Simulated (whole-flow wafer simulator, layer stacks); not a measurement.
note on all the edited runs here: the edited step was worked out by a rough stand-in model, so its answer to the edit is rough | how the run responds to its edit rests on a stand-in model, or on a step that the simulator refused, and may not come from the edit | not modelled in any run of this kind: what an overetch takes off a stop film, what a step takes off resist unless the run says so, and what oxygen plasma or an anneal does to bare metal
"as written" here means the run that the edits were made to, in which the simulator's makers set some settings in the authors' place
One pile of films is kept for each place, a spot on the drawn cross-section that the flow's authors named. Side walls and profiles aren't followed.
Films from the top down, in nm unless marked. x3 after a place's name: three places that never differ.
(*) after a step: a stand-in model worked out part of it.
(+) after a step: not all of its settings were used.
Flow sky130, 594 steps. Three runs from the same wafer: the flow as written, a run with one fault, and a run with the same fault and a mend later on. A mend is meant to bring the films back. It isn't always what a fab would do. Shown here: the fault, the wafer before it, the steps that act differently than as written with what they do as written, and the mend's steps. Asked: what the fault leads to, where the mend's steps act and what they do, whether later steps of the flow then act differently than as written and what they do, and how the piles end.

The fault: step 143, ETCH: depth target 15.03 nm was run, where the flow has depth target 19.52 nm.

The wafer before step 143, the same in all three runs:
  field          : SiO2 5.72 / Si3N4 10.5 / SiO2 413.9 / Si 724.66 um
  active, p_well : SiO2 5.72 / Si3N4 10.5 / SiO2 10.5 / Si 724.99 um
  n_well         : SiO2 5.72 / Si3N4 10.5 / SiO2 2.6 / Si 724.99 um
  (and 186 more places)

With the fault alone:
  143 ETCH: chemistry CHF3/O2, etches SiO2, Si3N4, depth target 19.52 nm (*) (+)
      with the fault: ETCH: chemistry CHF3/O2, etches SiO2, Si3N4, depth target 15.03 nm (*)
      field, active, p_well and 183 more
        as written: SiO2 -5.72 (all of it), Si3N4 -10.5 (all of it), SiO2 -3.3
        with the fault: SiO2 -5.72 (all of it), Si3N4 -9.31
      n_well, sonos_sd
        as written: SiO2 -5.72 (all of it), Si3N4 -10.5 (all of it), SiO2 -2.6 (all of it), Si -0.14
        with the fault: SiO2 -5.72 (all of it), Si3N4 -9.31
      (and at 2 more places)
  Later steps of the flow that act differently than as written (50 more steps differ only slightly, by at most 2% or 0.5 nm, whichever is larger, and aren't shown):
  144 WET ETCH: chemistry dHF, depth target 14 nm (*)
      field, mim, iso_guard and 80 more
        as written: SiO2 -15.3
        with the fault: Si3N4 -1.19 (all of it), SiO2 -3.19
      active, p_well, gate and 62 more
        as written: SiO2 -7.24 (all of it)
        with the fault: Si3N4 -1.19 (all of it), SiO2 -2.91
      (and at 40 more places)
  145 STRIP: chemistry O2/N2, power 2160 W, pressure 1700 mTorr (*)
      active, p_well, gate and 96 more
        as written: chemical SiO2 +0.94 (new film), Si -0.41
        with the fault: nothing
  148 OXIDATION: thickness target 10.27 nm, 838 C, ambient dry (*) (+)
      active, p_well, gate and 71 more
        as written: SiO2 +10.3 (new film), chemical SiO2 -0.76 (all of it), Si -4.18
        with the fault: SiO2 +6.99, Si -3.08
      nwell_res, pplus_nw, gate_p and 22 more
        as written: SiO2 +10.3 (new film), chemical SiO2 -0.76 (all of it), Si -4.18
        with the fault: SiO2 +7.01, Si -3.09
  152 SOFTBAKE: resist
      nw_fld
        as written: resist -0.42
        with the fault: resist +1.41
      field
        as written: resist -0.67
        with the fault: resist -0.04
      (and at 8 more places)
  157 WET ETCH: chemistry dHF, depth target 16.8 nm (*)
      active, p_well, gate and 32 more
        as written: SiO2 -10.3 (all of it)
        with the fault: SiO2 -14.2 (all of it)
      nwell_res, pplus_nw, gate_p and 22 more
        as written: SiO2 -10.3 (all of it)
        with the fault: SiO2 -14.1 (all of it)
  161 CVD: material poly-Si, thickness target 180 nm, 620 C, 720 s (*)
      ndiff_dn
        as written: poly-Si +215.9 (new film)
        with the fault: poly-Si +229.6 (new film)
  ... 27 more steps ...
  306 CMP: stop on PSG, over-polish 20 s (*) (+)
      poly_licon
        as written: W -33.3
        with the fault: W -47
  At the end the piles differ from the flow's by more than 2% or 0.5 nm, whichever is larger, at field, gate_hv, m1 and 127 more.
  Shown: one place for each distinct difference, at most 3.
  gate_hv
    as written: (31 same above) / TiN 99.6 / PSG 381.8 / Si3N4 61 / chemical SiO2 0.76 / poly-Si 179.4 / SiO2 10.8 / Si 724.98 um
    with the fault: (31 same above) / TiN 99.6 / PSG 378 / Si3N4 61 / chemical SiO2 0.76 / poly-Si 179.4 / SiO2 14.6 / Si 724.98 um
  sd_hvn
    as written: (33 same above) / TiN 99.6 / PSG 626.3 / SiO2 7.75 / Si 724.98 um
    with the fault: (33 same above) / TiN 99.6 / PSG 622.5 / SiO2 11.5 / Si 724.98 um
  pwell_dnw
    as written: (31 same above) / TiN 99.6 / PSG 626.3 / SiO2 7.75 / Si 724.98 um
    with the fault: (31 same above) / TiN 99.6 / PSG 622.5 / SiO2 11.5 / Si 724.98 um

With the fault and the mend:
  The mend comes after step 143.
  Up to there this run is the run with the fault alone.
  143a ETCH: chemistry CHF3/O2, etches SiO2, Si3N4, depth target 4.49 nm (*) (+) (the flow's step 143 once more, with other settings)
      field, active, p_well and 183 more
        Si3N4 -1.19 (all of it), SiO2 -3.3
      n_well, sonos_sd
        Si3N4 -1.19 (all of it), SiO2 -2.6 (all of it), Si -0.14
      sonos_cell, sonos_cell_x
        resist -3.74
  No later step of the flow acts differently than as written, at any place that is followed, by more than 2% or 0.5 nm, whichever is larger.
  At the end the piles differ from the flow's only slightly at the places that both follow, by at most 2% or 0.5 nm, whichever is larger.
